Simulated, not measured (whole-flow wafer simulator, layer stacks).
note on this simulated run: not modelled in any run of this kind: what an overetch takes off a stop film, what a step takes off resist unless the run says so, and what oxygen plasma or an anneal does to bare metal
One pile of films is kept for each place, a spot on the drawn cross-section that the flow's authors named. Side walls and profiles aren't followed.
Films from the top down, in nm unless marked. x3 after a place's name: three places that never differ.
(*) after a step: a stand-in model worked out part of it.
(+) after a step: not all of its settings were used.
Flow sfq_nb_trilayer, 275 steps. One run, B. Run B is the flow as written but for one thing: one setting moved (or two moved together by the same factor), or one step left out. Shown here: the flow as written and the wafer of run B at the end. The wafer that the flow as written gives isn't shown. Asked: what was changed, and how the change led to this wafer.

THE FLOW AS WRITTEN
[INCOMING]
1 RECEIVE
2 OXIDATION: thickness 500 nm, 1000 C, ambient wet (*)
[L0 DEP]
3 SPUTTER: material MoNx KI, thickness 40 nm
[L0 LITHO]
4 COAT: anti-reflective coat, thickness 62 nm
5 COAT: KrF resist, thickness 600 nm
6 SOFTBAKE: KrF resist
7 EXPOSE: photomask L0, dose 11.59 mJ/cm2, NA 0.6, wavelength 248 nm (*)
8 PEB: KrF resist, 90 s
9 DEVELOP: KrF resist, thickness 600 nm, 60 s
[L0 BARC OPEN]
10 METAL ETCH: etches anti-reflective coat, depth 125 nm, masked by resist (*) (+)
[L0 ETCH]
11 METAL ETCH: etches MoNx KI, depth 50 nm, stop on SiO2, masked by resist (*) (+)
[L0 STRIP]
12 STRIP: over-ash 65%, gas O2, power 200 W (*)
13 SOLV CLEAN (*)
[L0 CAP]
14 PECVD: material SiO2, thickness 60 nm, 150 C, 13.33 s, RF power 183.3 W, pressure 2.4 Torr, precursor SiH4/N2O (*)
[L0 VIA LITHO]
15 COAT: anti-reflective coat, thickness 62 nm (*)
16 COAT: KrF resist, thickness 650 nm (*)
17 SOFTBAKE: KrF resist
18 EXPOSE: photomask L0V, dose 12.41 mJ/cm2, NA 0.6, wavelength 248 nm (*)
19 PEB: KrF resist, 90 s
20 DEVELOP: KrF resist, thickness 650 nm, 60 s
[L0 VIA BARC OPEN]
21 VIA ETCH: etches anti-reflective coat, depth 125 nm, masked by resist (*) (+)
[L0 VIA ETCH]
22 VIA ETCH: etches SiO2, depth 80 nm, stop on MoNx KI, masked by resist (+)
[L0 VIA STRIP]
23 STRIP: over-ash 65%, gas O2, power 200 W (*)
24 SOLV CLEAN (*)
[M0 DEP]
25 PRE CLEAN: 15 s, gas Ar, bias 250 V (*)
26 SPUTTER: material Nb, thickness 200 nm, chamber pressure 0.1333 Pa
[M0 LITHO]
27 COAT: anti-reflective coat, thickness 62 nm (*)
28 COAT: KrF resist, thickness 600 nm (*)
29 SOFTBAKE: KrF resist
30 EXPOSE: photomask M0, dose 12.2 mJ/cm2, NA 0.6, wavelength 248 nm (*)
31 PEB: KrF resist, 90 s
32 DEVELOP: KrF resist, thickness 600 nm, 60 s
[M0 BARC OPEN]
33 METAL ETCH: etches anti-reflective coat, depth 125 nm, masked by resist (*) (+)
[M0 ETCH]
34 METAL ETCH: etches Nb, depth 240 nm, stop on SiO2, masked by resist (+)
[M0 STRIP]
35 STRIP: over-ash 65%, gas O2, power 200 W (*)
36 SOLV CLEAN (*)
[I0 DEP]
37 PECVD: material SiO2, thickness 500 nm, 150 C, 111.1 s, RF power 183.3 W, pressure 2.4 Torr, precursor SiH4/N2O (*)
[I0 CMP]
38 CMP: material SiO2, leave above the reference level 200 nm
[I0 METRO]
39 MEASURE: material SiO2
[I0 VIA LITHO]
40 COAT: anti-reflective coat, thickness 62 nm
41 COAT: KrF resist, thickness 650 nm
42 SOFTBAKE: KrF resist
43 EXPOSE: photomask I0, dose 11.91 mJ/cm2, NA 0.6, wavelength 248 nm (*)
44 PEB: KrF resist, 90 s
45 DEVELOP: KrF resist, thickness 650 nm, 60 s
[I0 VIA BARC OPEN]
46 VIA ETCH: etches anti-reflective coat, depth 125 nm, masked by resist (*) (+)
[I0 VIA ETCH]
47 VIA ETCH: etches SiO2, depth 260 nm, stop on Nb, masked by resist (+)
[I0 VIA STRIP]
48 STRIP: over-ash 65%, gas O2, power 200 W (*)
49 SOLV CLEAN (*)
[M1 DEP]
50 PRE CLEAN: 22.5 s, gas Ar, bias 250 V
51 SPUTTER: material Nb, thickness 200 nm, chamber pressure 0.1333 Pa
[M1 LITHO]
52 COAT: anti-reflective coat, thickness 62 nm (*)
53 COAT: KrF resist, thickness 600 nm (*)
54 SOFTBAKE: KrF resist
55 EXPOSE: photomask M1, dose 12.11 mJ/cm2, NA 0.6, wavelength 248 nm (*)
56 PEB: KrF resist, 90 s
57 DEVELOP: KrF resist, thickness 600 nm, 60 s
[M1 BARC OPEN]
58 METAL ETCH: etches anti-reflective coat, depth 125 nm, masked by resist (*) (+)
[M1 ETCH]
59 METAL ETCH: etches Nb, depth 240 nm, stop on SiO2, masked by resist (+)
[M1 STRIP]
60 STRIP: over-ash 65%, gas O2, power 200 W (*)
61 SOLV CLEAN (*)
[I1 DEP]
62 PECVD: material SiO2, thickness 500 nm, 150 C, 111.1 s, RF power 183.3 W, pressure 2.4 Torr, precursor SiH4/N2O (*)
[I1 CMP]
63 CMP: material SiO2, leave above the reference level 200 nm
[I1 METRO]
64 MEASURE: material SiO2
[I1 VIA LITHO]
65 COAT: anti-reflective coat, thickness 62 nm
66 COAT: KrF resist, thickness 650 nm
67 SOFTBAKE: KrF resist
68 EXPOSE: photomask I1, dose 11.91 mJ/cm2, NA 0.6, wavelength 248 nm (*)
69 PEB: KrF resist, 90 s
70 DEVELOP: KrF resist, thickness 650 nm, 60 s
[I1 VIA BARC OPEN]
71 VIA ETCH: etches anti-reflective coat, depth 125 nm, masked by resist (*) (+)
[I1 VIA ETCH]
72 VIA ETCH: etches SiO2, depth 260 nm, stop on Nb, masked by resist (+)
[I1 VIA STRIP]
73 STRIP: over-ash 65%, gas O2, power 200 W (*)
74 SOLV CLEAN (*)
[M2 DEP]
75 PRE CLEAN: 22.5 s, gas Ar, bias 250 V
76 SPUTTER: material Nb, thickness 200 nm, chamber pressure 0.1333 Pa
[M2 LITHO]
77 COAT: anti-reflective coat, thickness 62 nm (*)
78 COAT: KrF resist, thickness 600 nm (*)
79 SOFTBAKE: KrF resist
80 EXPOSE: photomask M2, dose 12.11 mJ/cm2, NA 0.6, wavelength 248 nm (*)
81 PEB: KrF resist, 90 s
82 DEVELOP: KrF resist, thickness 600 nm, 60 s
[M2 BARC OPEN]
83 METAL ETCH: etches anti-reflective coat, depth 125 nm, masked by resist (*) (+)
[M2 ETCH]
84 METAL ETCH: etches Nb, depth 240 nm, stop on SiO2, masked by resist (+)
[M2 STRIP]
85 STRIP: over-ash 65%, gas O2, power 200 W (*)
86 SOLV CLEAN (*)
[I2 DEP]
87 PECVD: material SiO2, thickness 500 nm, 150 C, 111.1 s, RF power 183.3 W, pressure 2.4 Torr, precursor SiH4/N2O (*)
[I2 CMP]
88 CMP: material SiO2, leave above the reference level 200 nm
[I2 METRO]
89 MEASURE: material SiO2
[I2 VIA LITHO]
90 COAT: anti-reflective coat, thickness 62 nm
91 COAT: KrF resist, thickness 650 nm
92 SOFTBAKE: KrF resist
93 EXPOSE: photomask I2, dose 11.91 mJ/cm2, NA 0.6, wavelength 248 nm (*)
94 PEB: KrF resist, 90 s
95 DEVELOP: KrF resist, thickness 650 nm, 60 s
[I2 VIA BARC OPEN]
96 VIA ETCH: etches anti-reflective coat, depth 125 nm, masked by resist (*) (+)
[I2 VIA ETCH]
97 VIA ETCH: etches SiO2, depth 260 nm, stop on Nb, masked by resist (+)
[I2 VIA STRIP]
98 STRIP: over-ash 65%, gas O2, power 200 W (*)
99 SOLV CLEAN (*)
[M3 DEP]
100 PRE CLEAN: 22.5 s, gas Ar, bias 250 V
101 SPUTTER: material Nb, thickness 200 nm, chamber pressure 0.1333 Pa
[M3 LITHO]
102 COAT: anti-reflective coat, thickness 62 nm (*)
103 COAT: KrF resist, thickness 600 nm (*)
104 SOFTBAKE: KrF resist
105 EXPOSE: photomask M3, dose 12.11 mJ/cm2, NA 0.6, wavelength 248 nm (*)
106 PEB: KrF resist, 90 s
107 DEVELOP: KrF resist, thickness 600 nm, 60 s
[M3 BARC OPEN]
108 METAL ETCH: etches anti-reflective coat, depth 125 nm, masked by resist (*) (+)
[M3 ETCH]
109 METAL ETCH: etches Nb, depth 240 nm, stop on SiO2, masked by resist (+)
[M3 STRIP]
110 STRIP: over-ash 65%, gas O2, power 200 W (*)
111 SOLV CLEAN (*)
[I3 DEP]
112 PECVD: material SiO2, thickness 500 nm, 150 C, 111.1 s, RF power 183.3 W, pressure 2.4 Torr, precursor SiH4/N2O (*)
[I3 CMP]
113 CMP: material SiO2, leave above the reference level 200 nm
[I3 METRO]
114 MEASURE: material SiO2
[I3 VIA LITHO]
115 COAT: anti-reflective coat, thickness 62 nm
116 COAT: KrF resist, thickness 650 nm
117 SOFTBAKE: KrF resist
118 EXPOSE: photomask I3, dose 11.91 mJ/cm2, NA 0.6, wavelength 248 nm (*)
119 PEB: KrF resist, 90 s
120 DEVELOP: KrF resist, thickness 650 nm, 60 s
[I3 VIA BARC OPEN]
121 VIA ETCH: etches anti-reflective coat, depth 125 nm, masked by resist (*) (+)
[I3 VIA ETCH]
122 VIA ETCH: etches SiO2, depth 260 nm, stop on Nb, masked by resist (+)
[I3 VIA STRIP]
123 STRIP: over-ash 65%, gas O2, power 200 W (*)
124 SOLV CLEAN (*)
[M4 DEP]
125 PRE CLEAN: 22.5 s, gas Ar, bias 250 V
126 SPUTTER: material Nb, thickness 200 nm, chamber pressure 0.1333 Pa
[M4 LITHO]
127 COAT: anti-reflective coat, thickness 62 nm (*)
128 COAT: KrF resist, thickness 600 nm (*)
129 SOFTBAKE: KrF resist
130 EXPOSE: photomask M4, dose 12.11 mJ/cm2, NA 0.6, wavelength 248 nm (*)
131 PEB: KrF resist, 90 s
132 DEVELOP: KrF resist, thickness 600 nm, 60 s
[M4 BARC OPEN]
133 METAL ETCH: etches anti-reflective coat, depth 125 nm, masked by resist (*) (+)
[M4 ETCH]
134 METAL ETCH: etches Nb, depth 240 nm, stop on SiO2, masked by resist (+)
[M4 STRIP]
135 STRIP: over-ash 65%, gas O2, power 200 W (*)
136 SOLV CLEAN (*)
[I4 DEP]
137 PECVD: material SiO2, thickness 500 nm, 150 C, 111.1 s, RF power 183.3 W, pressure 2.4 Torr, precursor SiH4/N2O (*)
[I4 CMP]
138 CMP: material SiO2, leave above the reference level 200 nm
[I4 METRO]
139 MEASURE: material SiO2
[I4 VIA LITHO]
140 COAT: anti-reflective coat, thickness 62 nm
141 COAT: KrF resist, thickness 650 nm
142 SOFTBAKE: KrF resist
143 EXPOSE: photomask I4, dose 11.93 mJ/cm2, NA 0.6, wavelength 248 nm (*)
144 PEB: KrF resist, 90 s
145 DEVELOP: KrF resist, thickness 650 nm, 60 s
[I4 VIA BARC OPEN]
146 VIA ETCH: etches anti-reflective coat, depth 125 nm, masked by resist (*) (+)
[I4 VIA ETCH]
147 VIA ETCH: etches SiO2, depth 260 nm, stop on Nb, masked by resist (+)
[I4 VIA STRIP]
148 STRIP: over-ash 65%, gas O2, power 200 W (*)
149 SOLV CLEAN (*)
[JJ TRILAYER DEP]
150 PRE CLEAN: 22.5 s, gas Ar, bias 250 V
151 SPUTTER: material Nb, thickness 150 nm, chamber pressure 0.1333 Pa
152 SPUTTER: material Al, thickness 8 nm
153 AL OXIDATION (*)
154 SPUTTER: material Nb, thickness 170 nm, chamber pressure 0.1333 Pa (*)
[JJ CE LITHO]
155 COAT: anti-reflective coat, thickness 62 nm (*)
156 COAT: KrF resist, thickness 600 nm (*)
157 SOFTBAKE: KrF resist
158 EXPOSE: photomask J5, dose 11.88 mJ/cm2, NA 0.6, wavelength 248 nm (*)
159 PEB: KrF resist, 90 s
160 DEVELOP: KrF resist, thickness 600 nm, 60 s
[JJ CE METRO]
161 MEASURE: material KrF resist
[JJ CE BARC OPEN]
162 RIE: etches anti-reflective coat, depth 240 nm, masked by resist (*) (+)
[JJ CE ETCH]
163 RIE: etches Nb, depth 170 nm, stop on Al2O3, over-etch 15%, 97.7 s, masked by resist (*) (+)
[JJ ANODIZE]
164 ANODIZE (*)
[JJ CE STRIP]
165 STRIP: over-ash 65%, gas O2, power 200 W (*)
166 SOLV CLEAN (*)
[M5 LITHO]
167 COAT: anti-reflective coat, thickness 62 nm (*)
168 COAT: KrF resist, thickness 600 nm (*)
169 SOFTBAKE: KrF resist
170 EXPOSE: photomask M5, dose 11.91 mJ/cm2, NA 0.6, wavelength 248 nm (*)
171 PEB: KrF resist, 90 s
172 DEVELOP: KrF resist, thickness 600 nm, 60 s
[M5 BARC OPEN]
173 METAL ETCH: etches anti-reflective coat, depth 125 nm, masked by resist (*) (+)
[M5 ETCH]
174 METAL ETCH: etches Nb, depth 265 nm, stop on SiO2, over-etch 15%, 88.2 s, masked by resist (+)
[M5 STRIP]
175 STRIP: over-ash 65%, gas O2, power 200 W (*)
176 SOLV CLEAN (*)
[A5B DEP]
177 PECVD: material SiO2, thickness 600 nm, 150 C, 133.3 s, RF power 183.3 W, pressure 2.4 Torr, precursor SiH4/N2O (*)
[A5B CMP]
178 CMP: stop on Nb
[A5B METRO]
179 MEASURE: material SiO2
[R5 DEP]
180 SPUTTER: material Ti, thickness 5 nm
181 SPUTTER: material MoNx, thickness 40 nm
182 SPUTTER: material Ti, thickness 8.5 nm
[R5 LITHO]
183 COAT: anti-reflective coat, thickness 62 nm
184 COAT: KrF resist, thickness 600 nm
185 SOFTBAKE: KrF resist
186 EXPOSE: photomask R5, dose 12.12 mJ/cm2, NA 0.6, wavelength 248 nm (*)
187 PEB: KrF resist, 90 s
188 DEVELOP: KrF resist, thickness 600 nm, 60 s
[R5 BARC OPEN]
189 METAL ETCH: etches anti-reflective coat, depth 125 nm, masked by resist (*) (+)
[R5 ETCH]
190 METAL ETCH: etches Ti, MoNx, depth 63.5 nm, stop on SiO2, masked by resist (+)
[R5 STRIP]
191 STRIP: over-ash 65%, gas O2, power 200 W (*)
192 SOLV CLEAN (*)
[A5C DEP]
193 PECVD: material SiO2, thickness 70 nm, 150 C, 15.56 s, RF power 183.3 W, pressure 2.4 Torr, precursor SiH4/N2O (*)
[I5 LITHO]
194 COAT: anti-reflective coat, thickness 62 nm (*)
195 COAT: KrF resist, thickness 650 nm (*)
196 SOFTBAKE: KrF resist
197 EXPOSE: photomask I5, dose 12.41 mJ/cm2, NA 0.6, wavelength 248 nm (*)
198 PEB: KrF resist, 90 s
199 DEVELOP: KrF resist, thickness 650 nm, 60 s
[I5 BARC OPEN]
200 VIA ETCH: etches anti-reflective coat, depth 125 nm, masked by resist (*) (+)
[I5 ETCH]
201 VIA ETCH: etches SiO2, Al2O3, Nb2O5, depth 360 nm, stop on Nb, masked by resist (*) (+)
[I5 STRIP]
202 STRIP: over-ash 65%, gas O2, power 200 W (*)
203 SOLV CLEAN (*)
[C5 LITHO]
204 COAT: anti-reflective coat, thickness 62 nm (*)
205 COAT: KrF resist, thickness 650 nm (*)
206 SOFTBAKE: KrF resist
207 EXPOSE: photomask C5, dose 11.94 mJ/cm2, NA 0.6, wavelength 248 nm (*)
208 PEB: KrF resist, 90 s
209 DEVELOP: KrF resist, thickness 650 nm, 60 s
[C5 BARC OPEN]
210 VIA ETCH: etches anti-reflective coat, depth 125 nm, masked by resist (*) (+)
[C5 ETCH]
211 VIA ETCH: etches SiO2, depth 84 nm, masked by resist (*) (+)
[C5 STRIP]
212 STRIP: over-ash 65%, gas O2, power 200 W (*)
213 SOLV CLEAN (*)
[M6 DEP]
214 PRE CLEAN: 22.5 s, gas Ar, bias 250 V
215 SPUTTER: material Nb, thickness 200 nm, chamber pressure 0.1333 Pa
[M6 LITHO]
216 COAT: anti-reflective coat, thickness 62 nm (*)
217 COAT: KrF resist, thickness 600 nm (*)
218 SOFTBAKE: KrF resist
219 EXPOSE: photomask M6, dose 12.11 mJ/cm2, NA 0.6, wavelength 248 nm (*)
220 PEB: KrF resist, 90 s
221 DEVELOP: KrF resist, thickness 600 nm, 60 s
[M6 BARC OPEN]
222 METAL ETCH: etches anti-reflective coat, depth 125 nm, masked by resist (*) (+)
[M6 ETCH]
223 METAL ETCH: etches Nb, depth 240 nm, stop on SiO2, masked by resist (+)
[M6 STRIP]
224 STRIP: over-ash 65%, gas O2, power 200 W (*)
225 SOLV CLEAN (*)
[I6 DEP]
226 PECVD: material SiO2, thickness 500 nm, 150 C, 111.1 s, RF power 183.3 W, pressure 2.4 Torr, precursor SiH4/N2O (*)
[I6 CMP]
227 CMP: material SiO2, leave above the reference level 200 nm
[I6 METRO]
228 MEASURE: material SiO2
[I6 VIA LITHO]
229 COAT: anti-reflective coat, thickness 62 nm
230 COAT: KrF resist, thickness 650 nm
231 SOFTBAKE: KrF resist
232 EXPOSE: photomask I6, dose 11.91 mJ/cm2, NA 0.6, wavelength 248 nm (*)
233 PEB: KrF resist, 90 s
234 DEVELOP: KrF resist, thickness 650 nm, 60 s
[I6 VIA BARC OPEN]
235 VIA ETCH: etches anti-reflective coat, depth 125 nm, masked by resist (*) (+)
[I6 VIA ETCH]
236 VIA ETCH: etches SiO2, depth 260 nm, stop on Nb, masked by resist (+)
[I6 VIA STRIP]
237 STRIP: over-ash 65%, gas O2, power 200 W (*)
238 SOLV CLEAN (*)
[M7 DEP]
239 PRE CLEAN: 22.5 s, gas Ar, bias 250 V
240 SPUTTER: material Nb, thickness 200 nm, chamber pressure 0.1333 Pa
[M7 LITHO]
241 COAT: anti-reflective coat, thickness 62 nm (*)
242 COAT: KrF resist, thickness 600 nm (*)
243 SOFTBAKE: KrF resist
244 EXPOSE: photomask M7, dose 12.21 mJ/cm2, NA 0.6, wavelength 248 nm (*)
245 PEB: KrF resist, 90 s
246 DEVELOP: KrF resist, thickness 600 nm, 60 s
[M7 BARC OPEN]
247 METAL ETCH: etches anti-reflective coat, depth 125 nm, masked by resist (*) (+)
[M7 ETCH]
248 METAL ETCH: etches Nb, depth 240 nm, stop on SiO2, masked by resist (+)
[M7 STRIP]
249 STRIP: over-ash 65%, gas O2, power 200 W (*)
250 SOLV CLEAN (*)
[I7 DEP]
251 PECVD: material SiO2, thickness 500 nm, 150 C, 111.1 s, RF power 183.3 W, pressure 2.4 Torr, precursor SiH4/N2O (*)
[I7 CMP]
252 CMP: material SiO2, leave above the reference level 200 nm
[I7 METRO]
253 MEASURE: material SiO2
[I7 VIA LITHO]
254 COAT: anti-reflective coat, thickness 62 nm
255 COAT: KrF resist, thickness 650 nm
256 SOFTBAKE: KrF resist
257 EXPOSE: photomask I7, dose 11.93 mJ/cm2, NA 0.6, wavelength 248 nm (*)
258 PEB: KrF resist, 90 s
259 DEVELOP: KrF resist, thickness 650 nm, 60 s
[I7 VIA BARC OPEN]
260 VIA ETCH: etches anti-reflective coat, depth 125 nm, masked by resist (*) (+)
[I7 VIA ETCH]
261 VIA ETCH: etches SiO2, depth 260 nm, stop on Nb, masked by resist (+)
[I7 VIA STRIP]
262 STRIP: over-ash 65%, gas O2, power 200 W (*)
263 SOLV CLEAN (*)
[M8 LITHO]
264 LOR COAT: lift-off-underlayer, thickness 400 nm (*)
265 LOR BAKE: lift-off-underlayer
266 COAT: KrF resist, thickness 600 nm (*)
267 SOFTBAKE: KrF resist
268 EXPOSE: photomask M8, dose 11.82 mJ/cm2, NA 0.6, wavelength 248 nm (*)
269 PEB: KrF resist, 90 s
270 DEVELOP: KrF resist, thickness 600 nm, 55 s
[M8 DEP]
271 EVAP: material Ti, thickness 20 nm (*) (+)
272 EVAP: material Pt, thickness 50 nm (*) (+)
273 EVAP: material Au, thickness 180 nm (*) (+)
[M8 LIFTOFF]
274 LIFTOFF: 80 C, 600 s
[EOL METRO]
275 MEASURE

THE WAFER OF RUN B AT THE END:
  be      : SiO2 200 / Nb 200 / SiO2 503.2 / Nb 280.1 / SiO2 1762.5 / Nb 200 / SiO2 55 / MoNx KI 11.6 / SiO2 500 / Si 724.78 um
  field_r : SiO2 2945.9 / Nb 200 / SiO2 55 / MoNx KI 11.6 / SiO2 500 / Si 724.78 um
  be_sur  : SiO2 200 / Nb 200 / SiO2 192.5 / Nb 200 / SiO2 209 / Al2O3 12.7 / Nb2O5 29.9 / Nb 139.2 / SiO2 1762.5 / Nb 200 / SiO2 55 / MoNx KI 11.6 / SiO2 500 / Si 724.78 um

The cause: step 3, SPUTTER: thickness 61.6 nm was run, where the flow has thickness 40 nm.

How the change led to this, step by step:
  3 SPUTTER: material MoNx KI, thickness 40 nm
      field_l, v_sur, via_wl and 103 more: MoNx KI +61.6 (new film) (as written it would be: MoNx KI +40 (new film))
  11 METAL ETCH: etches MoNx KI, depth 50 nm, stop on SiO2, masked by resist (*) (+)
      v_sur, via_wl, via_w and 97 more: MoNx KI -50 (as written it would be: MoNx KI -40 (all of it))
  14 PECVD: material SiO2, thickness 60 nm, 150 C, 13.33 s, RF power 183.3 W, pressure 2.4 Torr, precursor SiH4/N2O (*)
      v_sur, via_wl, via_w and 97 more: SiO2 +60 (new film) (as written it would be: SiO2 +60)
  15 COAT: anti-reflective coat, thickness 62 nm (*)
      field_l: anti-reflective coat +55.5 (new film) (as written it would be: anti-reflective coat +56.7 (new film))
      v_sur: anti-reflective coat +74.9 (new film) (as written it would be: anti-reflective coat +72.2 (new film))
      (and at 2 more places)
  23 STRIP: over-ash 65%, gas O2, power 200 W (*)
      field_l: KrF resist -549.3 (all of it), anti-reflective coat -55.5 (all of it) (as written it would be: KrF resist -551.4 (all of it), anti-reflective coat -56.7 (all of it))
      v_sur: KrF resist -573.1 (all of it), anti-reflective coat -74.9 (all of it) (as written it would be: KrF resist -570.5 (all of it), anti-reflective coat -72.2 (all of it))
      (and at 2 more places)
  27 COAT: anti-reflective coat, thickness 62 nm (*)
      v_sur: anti-reflective coat +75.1 (new film) (as written it would be: anti-reflective coat +72.3 (new film))
      l0_sur: anti-reflective coat +46.5 (new film) (as written it would be: anti-reflective coat +47.5 (new film))
      (and at 1 more place)
  35 STRIP: over-ash 65%, gas O2, power 200 W (*)
      v_sur: KrF resist -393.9 (all of it), anti-reflective coat -75.1 (all of it) (as written it would be: KrF resist -391.6 (all of it), anti-reflective coat -72.3 (all of it))
      l0_sur: KrF resist -369.2 (all of it), anti-reflective coat -46.5 (all of it) (as written it would be: KrF resist -372 (all of it), anti-reflective coat -47.5 (all of it))
      (and at 1 more place)
  38 CMP: material SiO2, leave above the reference level 200 nm
      field_l, l0_sur, l0r_line_l, l0r_line_c, l0r_line_r: SiO2 -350 (as written it would be: SiO2 -340)
      l0v: SiO2 -287.8 (as written it would be: SiO2 -277.8)
Counting metal films that touch as one body, be has 4 bodies (between them, from the top down: SiO2 503.2; SiO2 1762.5; SiO2 55); the flow as written gives 3 bodies (between them, from the top down: SiO2 503.2; SiO2 1762.5).
Counting metal films that touch as one body, field_r has 2 bodies (between them, from the top down: SiO2 55); the flow as written gives 1 body.
Counting metal films that touch as one body, be_sur has 5 bodies (between them, from the top down: SiO2 192.5; SiO2 209 / Al2O3 12.7 / Nb2O5 29.9; SiO2 1762.5; SiO2 55); the flow as written gives 4 bodies (between them, from the top down: SiO2 192.5; SiO2 209 / Al2O3 12.7 / Nb2O5 29.9; SiO2 1762.5).
